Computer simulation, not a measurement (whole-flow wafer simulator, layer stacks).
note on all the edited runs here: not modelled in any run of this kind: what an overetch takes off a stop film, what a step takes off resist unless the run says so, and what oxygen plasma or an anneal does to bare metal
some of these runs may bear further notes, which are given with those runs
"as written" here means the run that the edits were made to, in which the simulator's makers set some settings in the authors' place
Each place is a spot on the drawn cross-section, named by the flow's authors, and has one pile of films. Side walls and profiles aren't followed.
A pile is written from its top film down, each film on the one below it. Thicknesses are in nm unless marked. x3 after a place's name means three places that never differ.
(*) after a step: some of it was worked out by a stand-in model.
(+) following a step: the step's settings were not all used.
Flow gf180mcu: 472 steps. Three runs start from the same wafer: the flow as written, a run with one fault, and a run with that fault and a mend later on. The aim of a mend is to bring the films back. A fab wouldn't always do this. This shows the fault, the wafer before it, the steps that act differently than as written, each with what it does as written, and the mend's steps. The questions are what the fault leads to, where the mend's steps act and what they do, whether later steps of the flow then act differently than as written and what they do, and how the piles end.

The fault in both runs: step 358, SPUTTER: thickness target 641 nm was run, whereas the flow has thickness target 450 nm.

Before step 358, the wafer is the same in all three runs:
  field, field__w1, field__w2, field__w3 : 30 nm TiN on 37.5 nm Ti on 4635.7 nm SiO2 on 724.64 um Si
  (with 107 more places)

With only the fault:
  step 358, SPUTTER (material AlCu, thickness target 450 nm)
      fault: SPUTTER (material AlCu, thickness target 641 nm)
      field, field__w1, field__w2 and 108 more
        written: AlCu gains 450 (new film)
        fault: AlCu gains 641 (new film)
  Steps further on in the flow that do not act as written:
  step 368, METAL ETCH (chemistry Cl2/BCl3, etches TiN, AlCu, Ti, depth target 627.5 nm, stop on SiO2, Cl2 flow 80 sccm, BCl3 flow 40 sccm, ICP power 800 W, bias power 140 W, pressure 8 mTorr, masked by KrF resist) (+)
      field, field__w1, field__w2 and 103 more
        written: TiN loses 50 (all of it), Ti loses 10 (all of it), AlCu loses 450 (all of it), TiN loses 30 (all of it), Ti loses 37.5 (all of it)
        fault: TiN loses 50 (all of it), Ti loses 10 (all of it), AlCu loses 567.5
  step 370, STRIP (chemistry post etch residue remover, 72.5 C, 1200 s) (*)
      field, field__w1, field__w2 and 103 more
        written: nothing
        fault: AlCu loses 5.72
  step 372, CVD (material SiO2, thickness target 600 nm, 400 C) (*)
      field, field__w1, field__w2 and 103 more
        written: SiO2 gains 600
        fault: SiO2 gains 600 (new film)
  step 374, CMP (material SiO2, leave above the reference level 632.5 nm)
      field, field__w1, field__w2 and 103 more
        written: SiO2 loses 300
        fault: SiO2 loses 244.3
  By the end, the piles at field, field__w1, field__w2 and 109 more depart from the flow's by more than 2% or 0.5 nm, whichever is larger.
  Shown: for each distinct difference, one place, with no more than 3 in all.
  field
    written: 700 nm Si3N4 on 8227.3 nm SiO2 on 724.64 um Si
    fault: 700 nm Si3N4 on 3647.3 nm SiO2 on 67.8 nm AlCu on 30 nm TiN on 37.5 nm Ti on 4635.7 nm SiO2 on 724.64 um Si
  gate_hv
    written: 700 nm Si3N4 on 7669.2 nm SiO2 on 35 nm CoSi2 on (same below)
    fault: 700 nm Si3N4 on 3647.3 nm SiO2 on 67.8 nm AlCu on 30 nm TiN on 37.5 nm Ti on 4077.6 nm SiO2 on 35 nm CoSi2 on (same below)
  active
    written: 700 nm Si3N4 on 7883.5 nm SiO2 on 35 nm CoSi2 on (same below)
    fault: 700 nm Si3N4 on 3647.3 nm SiO2 on 67.8 nm AlCu on 30 nm TiN on 37.5 nm Ti on 4291.9 nm SiO2 on 35 nm CoSi2 on (same below)

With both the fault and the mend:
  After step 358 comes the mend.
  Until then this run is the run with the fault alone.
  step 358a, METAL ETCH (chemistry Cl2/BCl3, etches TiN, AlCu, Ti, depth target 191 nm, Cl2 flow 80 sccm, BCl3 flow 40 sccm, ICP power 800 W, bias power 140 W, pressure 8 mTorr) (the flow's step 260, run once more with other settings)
      field, field__w1, field__w2 and 108 more
        AlCu loses 191
  Every later step of the flow that is run acts as written at every place that is followed.
  The piles end the same as the flow's at every place that both follow.
